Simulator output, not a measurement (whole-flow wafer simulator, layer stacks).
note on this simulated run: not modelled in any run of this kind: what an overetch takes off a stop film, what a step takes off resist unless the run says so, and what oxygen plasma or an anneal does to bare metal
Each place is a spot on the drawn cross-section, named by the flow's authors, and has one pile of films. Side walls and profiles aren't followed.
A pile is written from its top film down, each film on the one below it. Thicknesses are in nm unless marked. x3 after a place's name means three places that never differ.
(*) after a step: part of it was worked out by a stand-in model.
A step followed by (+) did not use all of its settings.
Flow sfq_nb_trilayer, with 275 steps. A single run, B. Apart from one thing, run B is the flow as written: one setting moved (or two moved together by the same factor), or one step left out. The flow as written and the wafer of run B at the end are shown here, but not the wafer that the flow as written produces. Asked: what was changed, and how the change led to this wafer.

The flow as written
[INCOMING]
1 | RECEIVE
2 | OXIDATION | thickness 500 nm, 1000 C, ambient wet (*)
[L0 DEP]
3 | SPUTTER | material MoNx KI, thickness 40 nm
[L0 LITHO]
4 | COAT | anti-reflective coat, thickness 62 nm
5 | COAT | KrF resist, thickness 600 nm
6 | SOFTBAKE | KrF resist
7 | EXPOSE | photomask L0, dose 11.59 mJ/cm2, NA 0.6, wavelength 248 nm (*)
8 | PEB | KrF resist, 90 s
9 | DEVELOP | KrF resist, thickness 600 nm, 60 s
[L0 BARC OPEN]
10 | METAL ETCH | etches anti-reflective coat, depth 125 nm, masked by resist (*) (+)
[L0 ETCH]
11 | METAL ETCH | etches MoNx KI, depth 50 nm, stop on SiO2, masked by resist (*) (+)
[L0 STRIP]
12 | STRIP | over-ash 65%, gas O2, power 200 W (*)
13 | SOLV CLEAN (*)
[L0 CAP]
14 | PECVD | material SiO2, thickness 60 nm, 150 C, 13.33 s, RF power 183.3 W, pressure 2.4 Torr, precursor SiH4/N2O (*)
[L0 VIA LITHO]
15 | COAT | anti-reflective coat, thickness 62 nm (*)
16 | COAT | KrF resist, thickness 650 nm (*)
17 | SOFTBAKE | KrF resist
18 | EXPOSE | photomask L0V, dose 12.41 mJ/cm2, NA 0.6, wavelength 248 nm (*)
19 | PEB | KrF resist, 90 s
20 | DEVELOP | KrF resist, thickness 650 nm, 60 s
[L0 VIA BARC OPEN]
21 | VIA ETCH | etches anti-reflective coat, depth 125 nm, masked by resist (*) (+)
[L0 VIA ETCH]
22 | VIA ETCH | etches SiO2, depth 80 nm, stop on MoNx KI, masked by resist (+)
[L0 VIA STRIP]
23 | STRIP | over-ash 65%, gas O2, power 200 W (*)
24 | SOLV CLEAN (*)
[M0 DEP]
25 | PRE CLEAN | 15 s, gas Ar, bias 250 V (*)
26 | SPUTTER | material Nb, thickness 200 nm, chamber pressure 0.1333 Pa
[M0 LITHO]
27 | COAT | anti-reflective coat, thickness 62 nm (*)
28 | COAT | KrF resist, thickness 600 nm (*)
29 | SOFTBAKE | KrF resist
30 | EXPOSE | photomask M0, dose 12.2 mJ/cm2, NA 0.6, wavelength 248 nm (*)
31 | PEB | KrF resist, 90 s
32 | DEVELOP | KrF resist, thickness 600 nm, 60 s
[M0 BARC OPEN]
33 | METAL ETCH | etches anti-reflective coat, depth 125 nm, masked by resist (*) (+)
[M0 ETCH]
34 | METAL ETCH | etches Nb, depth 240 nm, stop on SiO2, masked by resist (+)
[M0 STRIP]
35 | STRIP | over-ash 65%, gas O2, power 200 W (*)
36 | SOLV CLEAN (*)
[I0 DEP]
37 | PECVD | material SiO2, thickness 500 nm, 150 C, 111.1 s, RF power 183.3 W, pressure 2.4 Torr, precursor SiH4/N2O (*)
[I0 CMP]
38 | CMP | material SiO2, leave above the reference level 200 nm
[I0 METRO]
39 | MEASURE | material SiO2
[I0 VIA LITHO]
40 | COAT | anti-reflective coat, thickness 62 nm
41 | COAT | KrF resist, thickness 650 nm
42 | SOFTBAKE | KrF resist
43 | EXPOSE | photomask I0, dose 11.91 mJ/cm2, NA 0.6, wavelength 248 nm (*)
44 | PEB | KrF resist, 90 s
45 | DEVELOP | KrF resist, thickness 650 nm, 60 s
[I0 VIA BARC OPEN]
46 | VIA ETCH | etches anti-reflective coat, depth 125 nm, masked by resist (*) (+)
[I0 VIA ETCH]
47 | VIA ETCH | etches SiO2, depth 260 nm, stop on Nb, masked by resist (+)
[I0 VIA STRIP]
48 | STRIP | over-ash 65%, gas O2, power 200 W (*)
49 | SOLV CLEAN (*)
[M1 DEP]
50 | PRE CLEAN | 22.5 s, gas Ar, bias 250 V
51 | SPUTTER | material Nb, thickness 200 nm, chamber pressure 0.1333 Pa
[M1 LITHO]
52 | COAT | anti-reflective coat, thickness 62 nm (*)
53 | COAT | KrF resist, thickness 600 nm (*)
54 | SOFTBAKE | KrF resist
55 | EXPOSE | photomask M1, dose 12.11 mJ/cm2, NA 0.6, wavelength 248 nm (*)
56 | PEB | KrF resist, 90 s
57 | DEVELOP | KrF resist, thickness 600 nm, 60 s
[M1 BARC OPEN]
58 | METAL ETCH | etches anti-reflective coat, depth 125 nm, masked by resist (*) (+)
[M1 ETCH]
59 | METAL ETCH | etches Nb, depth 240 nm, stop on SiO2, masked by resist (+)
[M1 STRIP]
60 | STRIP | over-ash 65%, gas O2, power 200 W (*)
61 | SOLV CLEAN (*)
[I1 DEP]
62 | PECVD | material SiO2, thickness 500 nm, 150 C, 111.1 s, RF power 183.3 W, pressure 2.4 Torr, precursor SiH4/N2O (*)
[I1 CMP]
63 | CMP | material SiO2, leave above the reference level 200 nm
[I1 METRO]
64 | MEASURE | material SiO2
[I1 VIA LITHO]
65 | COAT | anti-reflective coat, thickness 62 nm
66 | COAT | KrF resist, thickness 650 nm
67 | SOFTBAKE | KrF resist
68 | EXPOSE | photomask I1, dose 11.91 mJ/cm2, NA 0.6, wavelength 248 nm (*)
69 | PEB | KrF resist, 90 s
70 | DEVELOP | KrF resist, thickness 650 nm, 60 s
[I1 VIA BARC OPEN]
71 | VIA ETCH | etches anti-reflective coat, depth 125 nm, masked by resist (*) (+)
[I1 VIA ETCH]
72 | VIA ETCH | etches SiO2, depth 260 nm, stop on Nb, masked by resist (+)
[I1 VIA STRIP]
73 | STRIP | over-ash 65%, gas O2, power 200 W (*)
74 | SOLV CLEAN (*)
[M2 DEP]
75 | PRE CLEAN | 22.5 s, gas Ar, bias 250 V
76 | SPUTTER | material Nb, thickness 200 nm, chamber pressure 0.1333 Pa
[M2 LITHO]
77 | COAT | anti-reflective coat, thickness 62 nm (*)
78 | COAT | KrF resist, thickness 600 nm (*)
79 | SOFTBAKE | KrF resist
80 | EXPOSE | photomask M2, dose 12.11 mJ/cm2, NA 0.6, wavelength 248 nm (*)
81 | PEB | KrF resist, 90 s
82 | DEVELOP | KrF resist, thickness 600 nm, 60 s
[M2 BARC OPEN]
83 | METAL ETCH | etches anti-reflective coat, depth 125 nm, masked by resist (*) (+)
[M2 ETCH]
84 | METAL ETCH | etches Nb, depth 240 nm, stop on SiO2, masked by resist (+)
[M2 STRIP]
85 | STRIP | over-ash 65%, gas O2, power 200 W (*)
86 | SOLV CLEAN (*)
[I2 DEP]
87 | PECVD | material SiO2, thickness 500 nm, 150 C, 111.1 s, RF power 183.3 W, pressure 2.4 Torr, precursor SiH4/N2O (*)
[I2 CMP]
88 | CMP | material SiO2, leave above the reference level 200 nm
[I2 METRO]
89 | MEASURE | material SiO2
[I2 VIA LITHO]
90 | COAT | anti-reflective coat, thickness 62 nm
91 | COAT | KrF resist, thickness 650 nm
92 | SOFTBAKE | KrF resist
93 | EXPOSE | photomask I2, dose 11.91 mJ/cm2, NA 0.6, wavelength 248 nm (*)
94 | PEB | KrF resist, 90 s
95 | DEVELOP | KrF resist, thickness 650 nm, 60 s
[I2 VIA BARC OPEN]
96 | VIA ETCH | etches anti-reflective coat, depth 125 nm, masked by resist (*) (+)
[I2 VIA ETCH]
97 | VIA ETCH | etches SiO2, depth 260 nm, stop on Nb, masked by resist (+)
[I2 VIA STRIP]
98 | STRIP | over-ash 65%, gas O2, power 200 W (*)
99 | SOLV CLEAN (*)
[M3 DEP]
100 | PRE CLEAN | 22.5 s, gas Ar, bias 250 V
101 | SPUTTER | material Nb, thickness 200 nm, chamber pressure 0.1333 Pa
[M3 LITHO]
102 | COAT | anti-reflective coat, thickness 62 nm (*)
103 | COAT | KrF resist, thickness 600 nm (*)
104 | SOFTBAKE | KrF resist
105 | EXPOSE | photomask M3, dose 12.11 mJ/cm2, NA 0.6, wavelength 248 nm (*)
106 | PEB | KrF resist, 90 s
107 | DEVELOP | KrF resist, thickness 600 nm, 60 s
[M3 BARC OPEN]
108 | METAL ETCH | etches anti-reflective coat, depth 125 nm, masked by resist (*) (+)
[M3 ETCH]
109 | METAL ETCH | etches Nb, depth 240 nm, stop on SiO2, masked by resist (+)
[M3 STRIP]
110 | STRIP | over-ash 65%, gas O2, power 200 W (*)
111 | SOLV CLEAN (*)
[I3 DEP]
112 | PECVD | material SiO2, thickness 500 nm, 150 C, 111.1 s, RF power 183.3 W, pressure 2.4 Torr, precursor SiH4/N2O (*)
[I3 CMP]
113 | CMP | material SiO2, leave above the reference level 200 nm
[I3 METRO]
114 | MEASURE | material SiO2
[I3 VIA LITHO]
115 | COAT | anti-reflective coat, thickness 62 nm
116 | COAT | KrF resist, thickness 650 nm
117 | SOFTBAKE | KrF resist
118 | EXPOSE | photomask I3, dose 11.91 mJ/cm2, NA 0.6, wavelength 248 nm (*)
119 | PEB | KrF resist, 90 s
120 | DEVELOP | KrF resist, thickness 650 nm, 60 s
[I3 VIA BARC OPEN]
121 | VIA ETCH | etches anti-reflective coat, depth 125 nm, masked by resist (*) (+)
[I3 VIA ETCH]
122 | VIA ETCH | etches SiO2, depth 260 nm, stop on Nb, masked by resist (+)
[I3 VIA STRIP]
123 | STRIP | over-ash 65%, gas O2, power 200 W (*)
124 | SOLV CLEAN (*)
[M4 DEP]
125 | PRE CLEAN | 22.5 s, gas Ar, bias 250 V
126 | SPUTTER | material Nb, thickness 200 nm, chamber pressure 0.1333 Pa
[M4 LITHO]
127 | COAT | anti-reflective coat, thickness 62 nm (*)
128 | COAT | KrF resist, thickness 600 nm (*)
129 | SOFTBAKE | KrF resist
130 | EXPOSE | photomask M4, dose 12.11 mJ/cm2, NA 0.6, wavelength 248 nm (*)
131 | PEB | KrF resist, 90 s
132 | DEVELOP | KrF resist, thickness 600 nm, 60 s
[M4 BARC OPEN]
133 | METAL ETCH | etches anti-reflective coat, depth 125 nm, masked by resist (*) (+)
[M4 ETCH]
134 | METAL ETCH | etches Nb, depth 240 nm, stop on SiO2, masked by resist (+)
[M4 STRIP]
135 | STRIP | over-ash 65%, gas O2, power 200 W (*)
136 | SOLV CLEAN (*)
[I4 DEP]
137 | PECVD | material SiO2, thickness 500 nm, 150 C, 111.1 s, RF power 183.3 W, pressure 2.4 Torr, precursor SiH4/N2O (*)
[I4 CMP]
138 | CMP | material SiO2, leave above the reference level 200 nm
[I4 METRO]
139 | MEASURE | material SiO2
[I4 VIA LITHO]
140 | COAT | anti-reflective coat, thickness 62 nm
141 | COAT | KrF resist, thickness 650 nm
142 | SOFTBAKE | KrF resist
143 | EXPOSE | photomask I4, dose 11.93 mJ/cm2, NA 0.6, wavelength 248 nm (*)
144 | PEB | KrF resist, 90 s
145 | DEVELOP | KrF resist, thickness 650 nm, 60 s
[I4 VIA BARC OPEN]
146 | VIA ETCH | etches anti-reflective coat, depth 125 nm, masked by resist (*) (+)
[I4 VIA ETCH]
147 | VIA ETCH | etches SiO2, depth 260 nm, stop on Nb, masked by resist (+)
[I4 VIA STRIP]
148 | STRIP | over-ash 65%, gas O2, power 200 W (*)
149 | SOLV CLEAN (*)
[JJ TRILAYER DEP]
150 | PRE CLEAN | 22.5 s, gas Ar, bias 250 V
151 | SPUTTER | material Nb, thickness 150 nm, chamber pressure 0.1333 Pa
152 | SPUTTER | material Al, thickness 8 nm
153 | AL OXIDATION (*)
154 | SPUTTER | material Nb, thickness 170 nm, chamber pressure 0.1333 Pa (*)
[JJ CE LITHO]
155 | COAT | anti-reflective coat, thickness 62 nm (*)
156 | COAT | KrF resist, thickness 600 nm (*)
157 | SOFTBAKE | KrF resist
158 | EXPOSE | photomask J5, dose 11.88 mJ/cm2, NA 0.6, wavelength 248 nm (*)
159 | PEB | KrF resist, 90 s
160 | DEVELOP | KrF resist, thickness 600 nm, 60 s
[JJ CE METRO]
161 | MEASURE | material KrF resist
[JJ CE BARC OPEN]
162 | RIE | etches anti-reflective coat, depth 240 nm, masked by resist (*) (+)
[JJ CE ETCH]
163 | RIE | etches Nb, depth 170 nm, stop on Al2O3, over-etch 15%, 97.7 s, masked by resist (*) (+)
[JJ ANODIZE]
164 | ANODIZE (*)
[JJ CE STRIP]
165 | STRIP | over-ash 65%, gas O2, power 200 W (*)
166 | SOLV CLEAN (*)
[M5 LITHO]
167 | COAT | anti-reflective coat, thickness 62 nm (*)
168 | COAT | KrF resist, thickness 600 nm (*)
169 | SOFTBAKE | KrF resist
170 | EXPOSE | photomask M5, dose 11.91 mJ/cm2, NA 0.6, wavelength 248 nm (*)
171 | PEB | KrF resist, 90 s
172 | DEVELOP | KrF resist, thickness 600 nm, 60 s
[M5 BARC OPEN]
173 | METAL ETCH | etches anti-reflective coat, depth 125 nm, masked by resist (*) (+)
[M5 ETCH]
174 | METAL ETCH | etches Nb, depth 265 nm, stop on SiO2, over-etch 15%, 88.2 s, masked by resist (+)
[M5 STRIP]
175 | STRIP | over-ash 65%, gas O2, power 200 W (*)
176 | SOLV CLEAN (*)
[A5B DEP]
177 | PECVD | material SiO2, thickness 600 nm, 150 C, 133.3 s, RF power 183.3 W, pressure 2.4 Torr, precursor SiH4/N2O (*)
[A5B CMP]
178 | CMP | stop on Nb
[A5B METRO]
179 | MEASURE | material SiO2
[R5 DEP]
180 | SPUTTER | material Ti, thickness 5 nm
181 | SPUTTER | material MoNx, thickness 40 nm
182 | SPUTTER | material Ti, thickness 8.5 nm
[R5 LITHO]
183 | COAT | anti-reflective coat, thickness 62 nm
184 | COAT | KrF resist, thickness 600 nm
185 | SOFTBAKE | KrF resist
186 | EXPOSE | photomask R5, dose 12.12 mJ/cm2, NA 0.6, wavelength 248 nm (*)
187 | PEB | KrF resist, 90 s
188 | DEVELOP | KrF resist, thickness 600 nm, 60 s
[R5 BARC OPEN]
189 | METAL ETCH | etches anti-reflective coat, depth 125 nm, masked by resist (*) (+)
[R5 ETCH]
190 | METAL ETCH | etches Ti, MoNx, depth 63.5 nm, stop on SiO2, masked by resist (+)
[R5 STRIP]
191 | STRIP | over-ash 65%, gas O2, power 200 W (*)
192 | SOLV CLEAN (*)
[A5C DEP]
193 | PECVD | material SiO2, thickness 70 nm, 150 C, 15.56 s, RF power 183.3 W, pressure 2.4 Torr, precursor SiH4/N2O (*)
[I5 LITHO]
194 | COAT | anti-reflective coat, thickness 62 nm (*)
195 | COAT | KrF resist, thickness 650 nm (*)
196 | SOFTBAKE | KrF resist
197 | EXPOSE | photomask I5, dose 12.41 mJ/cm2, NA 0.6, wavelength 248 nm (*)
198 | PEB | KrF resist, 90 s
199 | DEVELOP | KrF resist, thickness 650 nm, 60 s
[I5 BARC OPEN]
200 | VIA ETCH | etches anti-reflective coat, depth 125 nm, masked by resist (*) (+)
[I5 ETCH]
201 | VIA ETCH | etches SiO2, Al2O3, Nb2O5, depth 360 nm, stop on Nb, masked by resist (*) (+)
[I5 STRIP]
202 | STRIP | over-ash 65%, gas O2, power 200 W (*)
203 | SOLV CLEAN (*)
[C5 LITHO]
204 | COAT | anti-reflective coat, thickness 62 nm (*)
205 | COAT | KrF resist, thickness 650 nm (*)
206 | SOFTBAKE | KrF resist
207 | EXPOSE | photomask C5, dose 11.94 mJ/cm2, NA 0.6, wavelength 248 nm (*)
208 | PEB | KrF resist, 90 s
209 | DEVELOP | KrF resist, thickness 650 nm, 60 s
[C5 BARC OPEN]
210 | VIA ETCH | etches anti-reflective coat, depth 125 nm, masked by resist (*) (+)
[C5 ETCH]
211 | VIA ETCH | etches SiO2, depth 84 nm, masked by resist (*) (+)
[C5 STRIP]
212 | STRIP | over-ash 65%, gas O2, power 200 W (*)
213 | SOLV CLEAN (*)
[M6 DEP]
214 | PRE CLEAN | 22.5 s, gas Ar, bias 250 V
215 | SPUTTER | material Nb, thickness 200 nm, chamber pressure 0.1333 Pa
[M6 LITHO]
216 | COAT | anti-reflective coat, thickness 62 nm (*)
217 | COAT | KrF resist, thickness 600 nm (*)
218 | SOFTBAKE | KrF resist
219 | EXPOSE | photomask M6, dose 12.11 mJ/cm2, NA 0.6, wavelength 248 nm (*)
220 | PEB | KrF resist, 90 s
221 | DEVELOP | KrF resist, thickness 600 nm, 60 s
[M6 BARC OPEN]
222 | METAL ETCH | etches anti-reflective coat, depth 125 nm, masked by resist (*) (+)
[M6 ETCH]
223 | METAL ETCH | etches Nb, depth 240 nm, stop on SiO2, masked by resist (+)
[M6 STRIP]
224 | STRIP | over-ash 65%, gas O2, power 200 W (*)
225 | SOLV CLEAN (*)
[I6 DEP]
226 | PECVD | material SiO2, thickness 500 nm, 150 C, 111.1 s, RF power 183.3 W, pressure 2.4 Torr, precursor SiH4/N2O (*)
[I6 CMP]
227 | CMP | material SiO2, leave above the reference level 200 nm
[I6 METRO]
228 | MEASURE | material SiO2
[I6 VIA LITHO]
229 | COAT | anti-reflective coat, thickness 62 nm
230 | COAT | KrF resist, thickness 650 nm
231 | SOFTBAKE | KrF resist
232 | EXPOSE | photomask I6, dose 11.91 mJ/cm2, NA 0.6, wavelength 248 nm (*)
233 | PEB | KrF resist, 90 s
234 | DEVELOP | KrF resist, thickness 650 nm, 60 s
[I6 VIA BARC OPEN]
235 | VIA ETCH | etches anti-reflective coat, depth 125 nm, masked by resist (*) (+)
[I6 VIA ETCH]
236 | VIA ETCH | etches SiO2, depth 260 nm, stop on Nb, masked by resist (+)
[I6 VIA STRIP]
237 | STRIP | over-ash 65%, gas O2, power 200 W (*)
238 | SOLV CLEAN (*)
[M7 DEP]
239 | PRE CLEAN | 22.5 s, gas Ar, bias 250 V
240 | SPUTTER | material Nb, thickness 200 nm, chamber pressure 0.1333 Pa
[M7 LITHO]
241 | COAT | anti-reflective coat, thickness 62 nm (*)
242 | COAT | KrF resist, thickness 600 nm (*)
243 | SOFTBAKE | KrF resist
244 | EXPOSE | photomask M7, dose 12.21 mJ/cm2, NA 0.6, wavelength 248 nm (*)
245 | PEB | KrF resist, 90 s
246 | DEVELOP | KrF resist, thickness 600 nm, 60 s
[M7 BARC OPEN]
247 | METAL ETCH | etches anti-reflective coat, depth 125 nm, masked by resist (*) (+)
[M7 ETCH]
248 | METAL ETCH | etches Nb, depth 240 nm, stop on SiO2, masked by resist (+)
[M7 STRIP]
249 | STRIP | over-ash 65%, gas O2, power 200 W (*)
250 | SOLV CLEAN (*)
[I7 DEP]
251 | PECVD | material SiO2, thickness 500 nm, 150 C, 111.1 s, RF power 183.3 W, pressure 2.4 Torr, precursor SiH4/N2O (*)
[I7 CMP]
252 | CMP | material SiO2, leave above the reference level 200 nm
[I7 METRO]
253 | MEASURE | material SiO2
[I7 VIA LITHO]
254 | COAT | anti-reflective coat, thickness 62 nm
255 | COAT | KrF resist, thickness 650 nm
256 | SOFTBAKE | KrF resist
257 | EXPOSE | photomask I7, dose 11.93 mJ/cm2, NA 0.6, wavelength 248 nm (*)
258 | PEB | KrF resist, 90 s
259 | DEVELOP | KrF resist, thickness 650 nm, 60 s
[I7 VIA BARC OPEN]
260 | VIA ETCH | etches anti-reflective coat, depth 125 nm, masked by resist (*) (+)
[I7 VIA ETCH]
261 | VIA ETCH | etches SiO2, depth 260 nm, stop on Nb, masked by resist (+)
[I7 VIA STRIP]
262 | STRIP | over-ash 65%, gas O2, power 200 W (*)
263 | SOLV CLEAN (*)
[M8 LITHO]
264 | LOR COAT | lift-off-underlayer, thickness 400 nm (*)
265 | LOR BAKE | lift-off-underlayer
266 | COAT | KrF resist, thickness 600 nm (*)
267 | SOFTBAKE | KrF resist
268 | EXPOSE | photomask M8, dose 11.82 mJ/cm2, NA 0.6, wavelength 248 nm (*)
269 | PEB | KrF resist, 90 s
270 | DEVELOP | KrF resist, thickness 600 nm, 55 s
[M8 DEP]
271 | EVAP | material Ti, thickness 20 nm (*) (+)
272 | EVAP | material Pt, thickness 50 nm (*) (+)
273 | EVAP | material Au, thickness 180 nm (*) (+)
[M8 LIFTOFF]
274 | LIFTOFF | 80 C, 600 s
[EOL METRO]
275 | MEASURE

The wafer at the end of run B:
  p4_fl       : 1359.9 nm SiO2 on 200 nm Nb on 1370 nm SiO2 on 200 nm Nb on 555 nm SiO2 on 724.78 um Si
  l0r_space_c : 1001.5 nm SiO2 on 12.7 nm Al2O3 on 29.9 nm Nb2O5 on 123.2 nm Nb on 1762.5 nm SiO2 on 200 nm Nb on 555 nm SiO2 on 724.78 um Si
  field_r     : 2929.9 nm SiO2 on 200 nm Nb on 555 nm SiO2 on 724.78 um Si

The reason: step 151, SPUTTER: thickness 134 nm was run, while the flow as written has thickness 150 nm.

How this came from the change, step by step:
  151 | SPUTTER | material Nb, thickness 150 nm, chamber pressure 0.1333 Pa
      field_l, v_sur, via_sp and 100 more: +134 Nb (new film) (it would be, as written: +150 Nb (new film))
      via_wl, via_w, via_wr: +116.3 Nb (it would be, as written: +130.4 Nb)
  155 | COAT | anti-reflective coat, thickness 62 nm (*)
      via_wl, via_wr: +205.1 anti-reflective coat (new film) (it would be, as written: +209.4 anti-reflective coat (new film))
  162 | RIE | etches anti-reflective coat, depth 240 nm, masked by resist (*) (+)
      ce_l, c5j, ce_r, wl_jj: -205.1 KrF resist (it would be, as written: -209.4 KrF resist)
      via_wl, via_wr: -205.1 anti-reflective coat (all of it) (it would be, as written: -209.4 anti-reflective coat (all of it))
  174 | METAL ETCH | etches Nb, depth 265 nm, stop on SiO2, over-etch 15%, 88.2 s, masked by resist (+)
      field_l, r_sur, res and 50 more: -12.6 Al2O3 (all of it), -29.9 Nb2O5 (all of it), -123.2 Nb (all of it), -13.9 SiO2 (it would be, as written: -12.6 Al2O3 (all of it), -29.9 Nb2O5 (all of it), -139.2 Nb (all of it), -12.3 SiO2)
  178 | CMP | stop on Nb
      field_l, p4_fl, p4_fm and 39 more: -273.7 SiO2 (it would be, as written: -259.3 SiO2)
      r_sur, res, r_end, moat, field_r, lsp_l: -267.2 SiO2 (it would be, as written: -252.3 SiO2)
      (as well as at 5 more places)
